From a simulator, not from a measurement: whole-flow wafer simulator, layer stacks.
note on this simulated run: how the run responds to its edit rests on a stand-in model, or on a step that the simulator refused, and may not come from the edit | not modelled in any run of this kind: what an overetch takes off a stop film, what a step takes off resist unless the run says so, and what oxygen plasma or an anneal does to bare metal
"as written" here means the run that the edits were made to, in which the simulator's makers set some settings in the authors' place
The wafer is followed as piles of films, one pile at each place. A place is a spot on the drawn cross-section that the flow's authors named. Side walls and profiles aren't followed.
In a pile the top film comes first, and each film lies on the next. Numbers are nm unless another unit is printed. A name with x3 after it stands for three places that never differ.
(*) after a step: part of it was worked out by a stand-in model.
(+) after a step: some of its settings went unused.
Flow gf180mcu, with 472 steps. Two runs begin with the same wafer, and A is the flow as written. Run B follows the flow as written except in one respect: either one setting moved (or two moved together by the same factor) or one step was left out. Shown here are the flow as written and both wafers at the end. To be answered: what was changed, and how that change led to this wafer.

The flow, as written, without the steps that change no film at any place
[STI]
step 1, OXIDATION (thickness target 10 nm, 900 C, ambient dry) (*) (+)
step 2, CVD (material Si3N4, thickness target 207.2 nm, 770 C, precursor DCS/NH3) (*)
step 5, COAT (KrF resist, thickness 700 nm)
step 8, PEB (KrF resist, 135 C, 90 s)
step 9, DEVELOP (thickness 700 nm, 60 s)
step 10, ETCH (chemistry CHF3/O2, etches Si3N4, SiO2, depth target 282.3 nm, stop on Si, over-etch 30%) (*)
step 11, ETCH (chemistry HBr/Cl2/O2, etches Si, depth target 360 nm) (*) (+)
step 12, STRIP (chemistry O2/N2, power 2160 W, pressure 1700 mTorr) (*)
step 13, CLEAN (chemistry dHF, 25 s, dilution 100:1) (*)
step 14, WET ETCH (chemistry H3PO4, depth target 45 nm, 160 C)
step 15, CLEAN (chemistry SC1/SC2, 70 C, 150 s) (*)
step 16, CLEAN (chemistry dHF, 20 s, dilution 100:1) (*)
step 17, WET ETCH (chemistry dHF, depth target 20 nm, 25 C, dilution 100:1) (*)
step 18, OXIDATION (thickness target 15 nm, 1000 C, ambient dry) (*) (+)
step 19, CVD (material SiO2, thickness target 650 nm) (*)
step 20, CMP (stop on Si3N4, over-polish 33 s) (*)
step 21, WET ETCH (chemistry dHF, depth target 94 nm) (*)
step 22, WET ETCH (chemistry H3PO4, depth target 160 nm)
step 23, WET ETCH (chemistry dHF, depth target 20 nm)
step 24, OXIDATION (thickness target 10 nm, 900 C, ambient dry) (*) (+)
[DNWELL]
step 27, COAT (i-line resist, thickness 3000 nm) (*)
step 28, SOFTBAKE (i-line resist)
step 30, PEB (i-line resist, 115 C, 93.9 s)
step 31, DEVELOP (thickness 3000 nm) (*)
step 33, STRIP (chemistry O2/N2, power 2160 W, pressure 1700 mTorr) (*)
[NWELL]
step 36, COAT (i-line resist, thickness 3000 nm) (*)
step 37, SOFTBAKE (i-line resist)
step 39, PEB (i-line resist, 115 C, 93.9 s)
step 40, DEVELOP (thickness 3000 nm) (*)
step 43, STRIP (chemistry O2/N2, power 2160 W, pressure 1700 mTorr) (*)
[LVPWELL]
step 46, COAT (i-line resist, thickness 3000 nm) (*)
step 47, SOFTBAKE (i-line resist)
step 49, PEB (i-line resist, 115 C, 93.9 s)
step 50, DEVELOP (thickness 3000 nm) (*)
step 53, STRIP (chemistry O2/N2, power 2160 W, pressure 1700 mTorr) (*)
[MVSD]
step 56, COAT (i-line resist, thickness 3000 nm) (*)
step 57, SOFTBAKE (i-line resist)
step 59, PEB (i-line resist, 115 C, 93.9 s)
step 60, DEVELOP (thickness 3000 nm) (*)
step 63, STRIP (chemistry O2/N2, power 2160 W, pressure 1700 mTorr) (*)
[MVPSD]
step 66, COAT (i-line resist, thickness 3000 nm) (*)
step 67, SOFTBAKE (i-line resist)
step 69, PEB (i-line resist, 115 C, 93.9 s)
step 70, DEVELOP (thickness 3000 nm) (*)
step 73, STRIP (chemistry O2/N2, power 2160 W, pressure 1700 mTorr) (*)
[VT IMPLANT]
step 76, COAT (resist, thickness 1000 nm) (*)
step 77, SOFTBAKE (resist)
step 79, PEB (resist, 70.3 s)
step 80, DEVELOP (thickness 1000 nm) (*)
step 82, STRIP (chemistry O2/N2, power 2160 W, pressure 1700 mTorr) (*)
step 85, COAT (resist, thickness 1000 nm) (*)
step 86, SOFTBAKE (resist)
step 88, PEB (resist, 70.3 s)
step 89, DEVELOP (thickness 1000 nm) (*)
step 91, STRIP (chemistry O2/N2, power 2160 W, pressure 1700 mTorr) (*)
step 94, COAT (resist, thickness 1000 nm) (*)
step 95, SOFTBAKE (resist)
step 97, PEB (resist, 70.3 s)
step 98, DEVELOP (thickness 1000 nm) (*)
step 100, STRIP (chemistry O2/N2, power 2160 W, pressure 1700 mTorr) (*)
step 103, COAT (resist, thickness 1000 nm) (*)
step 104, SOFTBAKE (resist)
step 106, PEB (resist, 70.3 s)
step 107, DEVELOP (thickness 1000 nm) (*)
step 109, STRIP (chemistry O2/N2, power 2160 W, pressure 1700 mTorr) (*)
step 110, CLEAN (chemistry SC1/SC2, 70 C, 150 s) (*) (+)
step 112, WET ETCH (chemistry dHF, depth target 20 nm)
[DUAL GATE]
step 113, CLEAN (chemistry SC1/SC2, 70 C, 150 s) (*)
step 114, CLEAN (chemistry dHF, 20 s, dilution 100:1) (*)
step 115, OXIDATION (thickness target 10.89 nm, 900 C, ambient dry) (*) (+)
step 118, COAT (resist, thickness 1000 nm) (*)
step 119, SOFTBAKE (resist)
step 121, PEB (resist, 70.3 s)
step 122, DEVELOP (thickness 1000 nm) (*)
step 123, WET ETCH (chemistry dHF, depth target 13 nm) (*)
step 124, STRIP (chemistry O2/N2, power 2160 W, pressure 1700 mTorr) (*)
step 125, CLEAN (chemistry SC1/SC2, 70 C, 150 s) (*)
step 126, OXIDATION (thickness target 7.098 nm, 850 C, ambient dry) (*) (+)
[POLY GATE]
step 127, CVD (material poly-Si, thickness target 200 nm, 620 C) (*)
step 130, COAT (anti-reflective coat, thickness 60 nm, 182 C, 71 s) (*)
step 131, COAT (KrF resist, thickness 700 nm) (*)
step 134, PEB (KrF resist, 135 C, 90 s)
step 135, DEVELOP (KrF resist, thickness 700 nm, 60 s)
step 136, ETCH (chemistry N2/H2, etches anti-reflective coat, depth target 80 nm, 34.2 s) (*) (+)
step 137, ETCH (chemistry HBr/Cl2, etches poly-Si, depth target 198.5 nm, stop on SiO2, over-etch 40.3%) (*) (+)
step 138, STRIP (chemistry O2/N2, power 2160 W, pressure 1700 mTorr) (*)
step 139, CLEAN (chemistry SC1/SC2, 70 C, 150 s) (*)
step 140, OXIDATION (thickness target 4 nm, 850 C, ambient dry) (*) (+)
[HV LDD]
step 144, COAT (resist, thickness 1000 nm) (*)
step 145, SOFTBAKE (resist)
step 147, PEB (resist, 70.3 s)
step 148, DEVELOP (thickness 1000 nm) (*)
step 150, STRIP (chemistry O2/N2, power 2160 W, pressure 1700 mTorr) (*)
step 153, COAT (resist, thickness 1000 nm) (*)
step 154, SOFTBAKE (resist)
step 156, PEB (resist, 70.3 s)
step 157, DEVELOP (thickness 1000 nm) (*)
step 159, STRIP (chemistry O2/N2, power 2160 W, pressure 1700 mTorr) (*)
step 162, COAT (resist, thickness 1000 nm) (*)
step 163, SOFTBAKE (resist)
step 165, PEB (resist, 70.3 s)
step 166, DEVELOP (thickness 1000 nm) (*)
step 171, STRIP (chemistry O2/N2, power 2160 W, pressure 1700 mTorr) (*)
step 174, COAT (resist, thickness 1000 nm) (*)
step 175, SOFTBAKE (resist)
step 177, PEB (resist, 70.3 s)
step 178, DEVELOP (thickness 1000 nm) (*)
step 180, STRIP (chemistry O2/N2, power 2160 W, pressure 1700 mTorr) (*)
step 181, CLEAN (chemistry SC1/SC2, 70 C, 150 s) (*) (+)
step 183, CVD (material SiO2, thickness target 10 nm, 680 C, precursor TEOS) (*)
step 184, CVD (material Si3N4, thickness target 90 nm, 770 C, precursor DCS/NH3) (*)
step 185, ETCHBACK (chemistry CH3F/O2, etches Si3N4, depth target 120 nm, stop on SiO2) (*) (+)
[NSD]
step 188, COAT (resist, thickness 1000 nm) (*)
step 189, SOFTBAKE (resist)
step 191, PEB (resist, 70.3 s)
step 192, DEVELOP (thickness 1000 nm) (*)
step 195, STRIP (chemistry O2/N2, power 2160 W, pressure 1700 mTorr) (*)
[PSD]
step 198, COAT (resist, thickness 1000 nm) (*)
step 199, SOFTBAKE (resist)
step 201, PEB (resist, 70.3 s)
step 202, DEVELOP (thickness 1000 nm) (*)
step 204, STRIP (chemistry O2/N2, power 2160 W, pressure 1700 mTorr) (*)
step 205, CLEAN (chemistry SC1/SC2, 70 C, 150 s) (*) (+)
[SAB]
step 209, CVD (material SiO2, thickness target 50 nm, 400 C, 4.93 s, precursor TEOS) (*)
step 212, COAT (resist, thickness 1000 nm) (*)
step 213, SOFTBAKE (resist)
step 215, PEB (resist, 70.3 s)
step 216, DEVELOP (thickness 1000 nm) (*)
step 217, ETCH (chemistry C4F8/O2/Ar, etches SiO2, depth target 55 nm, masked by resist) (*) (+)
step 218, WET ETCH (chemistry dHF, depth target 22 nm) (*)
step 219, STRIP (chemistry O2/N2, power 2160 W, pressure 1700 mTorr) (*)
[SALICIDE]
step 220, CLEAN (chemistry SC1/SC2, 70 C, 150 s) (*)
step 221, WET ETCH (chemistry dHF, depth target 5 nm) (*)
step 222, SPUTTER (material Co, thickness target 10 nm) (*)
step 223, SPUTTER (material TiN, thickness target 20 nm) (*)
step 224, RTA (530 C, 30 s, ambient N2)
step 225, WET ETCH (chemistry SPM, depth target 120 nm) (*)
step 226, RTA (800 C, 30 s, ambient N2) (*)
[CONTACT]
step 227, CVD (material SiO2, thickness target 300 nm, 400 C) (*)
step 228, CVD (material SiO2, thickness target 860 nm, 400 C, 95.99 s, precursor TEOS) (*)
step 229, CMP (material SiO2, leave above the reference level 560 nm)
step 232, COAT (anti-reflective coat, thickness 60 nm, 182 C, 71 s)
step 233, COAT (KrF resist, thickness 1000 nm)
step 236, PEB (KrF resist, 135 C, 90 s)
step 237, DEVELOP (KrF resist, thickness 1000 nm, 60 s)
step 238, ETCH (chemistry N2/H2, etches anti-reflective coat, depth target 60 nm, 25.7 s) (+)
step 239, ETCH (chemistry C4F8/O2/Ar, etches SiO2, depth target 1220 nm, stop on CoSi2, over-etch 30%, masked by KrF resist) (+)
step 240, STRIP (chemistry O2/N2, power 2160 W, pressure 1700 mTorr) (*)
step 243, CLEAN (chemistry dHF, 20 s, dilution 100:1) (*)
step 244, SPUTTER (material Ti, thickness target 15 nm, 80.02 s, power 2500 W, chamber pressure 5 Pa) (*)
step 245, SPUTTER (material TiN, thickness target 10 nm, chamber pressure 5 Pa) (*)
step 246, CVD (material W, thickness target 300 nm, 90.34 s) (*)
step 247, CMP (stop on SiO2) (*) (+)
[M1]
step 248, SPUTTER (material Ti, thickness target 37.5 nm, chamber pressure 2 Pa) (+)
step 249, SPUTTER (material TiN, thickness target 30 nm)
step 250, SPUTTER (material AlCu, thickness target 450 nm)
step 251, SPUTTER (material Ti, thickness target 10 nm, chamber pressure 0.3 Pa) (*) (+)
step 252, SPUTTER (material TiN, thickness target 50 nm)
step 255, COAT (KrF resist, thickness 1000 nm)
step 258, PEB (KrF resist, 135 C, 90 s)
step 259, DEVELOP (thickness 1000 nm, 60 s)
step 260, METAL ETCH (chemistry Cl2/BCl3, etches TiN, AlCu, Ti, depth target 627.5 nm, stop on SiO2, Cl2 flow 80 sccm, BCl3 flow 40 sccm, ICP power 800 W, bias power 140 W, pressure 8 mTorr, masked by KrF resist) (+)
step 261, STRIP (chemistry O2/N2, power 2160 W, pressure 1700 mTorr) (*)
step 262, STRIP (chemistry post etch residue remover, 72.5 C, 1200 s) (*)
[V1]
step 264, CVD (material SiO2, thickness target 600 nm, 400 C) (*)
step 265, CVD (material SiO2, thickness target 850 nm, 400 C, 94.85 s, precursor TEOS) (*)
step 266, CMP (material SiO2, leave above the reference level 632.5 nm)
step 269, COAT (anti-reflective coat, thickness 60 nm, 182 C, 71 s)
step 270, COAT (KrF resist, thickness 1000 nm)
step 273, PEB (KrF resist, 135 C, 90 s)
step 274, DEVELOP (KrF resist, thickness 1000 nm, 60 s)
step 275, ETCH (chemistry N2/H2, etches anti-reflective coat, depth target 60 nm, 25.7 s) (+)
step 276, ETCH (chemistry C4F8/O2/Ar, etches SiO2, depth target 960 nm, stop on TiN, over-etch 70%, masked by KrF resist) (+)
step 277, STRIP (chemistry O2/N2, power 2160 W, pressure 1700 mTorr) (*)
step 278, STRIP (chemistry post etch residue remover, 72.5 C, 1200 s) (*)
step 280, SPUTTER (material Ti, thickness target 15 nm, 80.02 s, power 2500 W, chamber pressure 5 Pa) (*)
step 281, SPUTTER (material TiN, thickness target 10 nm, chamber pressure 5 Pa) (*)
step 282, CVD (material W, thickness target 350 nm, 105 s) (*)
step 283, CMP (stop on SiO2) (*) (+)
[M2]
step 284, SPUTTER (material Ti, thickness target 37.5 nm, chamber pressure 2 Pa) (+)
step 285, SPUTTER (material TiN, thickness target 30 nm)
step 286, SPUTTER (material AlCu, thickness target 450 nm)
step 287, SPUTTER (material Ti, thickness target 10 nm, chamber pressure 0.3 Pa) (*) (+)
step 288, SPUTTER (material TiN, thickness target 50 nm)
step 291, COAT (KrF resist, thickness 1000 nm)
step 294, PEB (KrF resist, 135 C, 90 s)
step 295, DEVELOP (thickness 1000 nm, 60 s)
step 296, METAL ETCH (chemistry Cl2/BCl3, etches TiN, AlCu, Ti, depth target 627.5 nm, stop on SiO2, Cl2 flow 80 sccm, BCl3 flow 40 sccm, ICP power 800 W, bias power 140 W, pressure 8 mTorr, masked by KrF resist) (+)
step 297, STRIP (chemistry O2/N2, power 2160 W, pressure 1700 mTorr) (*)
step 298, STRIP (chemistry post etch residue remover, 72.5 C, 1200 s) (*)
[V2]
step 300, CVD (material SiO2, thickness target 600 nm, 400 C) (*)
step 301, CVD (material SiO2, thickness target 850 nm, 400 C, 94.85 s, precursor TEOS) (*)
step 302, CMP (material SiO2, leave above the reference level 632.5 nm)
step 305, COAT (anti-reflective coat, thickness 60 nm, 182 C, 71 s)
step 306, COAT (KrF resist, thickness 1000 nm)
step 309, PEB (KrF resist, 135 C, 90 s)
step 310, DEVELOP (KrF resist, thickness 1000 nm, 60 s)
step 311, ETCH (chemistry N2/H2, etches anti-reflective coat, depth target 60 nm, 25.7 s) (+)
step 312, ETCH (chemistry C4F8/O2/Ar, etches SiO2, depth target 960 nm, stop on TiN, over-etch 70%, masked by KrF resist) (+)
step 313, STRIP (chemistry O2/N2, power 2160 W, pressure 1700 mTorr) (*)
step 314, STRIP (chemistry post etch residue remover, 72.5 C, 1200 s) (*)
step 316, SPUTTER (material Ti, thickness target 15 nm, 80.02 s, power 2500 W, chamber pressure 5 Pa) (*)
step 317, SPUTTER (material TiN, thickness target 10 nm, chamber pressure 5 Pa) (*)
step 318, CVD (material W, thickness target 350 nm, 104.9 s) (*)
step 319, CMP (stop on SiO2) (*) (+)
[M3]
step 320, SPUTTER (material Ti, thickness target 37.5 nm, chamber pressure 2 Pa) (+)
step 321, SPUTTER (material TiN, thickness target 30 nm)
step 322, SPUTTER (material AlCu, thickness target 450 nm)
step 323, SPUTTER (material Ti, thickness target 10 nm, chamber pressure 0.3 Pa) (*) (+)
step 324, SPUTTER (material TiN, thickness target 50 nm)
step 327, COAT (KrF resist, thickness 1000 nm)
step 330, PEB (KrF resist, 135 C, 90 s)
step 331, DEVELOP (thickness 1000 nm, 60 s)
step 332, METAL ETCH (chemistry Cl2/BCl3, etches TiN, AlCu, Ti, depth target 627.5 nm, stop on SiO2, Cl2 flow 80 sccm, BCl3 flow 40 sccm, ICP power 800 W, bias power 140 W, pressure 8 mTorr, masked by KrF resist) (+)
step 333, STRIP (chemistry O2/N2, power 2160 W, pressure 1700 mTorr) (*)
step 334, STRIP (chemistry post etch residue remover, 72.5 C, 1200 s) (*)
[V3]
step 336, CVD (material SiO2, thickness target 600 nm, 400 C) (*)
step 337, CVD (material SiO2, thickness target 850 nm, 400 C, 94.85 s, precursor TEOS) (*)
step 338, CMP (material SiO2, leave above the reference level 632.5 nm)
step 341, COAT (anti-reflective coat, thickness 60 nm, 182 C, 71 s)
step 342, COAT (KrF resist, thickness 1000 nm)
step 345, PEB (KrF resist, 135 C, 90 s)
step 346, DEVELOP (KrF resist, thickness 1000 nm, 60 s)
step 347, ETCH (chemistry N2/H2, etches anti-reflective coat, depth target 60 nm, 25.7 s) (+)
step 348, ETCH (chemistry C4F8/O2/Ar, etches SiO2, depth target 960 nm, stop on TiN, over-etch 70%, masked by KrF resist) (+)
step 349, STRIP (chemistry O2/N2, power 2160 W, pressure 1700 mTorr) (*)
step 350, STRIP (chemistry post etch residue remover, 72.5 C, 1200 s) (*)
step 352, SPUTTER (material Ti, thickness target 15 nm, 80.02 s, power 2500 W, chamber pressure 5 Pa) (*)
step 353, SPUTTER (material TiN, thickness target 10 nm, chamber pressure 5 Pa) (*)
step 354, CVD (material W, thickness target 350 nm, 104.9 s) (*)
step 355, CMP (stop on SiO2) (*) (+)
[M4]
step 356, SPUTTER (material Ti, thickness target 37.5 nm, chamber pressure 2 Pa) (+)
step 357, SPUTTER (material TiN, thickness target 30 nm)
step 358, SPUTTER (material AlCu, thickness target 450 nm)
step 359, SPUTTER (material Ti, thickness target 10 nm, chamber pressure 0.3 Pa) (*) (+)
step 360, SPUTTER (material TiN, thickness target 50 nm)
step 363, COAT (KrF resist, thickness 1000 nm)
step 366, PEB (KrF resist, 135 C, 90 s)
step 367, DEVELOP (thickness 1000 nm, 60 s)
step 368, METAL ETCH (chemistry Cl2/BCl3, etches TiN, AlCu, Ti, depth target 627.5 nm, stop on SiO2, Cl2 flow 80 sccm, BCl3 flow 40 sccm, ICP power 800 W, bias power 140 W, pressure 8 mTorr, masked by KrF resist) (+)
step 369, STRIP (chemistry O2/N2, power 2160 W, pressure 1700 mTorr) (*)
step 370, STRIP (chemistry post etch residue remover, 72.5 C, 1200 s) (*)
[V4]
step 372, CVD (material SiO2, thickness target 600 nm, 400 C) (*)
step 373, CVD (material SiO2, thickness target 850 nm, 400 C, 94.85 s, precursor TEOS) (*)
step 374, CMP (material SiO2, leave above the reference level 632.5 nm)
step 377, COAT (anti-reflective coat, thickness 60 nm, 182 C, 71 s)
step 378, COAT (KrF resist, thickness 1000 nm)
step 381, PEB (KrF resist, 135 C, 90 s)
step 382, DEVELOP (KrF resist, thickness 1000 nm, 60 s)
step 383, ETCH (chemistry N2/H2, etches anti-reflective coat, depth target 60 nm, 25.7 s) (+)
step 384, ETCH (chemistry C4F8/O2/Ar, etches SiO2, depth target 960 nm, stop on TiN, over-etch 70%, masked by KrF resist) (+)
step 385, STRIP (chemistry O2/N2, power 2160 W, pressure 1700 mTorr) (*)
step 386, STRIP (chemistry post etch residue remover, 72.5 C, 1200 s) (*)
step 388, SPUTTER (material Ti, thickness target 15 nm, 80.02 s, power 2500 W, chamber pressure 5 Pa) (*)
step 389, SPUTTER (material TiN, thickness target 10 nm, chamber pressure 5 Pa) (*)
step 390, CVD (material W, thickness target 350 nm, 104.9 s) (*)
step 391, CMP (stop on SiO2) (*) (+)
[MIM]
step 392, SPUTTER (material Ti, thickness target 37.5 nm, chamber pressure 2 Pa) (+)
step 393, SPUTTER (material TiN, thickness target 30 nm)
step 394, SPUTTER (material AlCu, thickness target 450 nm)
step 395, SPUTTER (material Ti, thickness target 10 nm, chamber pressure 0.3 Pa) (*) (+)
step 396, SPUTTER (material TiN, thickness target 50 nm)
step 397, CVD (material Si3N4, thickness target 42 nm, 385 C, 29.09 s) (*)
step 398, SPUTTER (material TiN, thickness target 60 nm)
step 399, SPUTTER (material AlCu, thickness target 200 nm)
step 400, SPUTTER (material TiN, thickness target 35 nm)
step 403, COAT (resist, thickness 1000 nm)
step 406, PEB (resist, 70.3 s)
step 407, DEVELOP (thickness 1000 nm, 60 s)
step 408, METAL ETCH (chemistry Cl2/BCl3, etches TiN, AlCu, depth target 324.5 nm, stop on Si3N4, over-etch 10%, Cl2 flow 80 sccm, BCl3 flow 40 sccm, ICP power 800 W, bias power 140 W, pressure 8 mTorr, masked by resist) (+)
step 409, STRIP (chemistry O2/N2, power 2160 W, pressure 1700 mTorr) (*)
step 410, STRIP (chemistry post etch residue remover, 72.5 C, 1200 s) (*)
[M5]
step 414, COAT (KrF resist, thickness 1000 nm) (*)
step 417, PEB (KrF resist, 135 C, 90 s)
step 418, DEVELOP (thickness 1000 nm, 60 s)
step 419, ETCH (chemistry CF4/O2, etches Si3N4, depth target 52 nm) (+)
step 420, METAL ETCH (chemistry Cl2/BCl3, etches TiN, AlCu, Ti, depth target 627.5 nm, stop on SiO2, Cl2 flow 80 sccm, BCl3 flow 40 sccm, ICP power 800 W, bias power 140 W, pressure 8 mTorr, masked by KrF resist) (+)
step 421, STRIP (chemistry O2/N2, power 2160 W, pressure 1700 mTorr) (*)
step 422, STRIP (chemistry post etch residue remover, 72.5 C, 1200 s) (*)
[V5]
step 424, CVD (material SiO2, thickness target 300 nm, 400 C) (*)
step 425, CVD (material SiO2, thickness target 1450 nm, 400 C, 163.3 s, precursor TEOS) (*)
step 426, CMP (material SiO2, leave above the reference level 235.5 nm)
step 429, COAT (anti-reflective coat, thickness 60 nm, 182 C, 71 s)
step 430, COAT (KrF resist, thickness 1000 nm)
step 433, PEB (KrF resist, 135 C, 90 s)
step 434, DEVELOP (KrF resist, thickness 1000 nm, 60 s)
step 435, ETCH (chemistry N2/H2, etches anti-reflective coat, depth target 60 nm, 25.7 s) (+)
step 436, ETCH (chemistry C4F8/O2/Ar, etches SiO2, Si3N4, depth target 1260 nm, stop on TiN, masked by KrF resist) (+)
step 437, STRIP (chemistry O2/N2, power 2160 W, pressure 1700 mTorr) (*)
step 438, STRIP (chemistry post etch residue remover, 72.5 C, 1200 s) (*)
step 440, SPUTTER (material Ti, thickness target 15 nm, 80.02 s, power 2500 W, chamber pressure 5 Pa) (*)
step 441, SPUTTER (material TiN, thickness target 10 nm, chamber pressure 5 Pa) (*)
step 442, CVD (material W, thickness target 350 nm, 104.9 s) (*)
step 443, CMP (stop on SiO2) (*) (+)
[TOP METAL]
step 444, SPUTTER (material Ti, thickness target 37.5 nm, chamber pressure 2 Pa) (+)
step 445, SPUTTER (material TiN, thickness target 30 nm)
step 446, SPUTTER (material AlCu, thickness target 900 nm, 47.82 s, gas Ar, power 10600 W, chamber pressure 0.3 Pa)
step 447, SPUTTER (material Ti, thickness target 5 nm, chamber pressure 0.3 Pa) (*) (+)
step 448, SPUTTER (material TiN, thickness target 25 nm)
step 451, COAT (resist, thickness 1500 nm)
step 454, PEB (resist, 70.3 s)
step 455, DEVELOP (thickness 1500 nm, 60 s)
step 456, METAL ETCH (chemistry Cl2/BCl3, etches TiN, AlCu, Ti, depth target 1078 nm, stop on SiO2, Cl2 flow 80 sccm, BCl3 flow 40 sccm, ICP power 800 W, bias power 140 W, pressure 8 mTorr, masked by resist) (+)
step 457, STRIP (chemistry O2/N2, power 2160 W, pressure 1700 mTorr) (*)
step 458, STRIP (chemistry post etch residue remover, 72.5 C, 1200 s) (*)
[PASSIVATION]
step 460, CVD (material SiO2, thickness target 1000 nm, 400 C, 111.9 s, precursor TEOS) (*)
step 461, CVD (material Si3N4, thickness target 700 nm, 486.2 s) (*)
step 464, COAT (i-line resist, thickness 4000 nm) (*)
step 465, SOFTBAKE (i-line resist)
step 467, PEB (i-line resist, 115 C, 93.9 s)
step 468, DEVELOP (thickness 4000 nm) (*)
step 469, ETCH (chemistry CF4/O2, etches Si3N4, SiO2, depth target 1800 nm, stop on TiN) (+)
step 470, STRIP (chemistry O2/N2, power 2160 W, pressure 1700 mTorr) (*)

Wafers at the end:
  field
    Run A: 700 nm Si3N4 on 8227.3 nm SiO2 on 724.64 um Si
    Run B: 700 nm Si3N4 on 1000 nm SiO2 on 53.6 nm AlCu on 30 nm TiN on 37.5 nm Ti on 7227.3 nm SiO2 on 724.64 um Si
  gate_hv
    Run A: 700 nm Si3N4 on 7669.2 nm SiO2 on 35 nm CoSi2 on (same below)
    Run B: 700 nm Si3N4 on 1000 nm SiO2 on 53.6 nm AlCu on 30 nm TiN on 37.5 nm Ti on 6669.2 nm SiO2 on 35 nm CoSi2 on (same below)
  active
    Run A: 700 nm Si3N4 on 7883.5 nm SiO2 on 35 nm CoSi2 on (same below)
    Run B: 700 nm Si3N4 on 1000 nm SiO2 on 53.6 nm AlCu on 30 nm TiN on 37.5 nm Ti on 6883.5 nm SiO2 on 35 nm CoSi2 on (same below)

The reason: step 446, SPUTTER: 58.58 s was run, though the flow has 47.82 s.

The path from the change to this, step by step:
  step 446, SPUTTER (material AlCu, thickness target 900 nm, 47.82 s, gas Ar, power 10600 W, chamber pressure 0.3 Pa)
      field, field__w1, field__w2 and 109 more: A AlCu gains 900 (new film) | B AlCu gains 1106.8 (new film)
  step 456, METAL ETCH (chemistry Cl2/BCl3, etches TiN, AlCu, Ti, depth target 1078 nm, stop on SiO2, Cl2 flow 80 sccm, BCl3 flow 40 sccm, ICP power 800 W, bias power 140 W, pressure 8 mTorr, masked by resist) (+)
      field, field__w1, field__w2 and 103 more: A TiN loses 25 (all of it), Ti loses 5 (all of it), AlCu loses 900 (all of it), TiN loses 30 (all of it), Ti loses 37.5 (all of it) | B TiN loses 25 (all of it), Ti loses 5 (all of it), AlCu loses 1047.5
  step 458, STRIP (chemistry post etch residue remover, 72.5 C, 1200 s) (*)
      field, field__w1, field__w2 and 103 more: A nothing | B AlCu loses 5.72
  step 460, CVD (material SiO2, thickness target 1000 nm, 400 C, 111.9 s, precursor TEOS) (*)
      field, field__w1, field__w2 and 103 more: A SiO2 gains 1000 | B SiO2 gains 1000 (new film)
  step 464, COAT (i-line resist, thickness 4000 nm) (*)
      field__w8: A i-line resist gains 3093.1 (new film) | B i-line resist gains 3018.1 (new film)
      contact: A i-line resist gains 3153.6 (new film) | B i-line resist gains 3059.2 (new film)
      (and at 4 other places as well)
  step 465, SOFTBAKE (i-line resist)
      ld_acc_p, ld_fp_p, ld_drift_p: A i-line resist gains 33.8 | B i-line resist gains 30.6
      field__w1: A i-line resist loses 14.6 | B i-line resist loses 16
      (and at 56 other places as well)
  step 467, PEB (i-line resist, 115 C, 93.9 s)
      field__w8, m1__w1: A i-line resist loses 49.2 | B i-line resist loses 47.6
      contact, m1: A i-line resist loses 49.6 | B i-line resist loses 47.9
      (and at 2 other places as well)
  step 468, DEVELOP (thickness 4000 nm) (*)
      pad: A i-line resist loses 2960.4 (all of it) | B i-line resist loses 2875.7 (all of it)
  step 470, STRIP (chemistry O2/N2, power 2160 W, pressure 1700 mTorr) (*)
      field__w8: A i-line resist loses 1775.9 (all of it) | B i-line resist loses 1694 (all of it)
      contact: A i-line resist loses 1798.3 (all of it) | B i-line resist loses 1709.2 (all of it)
      (and at 3 other places as well)
With metal films that touch counted as one body, field has 1 body; the flow as written gives 0 bodies.
With metal films that touch counted as one body, gate_hv has 2 bodies (between them, from the top down: SiO2 6669.2); the flow as written gives 1 body.
With metal films that touch counted as one body, active has 2 bodies (between them, from the top down: SiO2 6883.5); the flow as written gives 1 body.
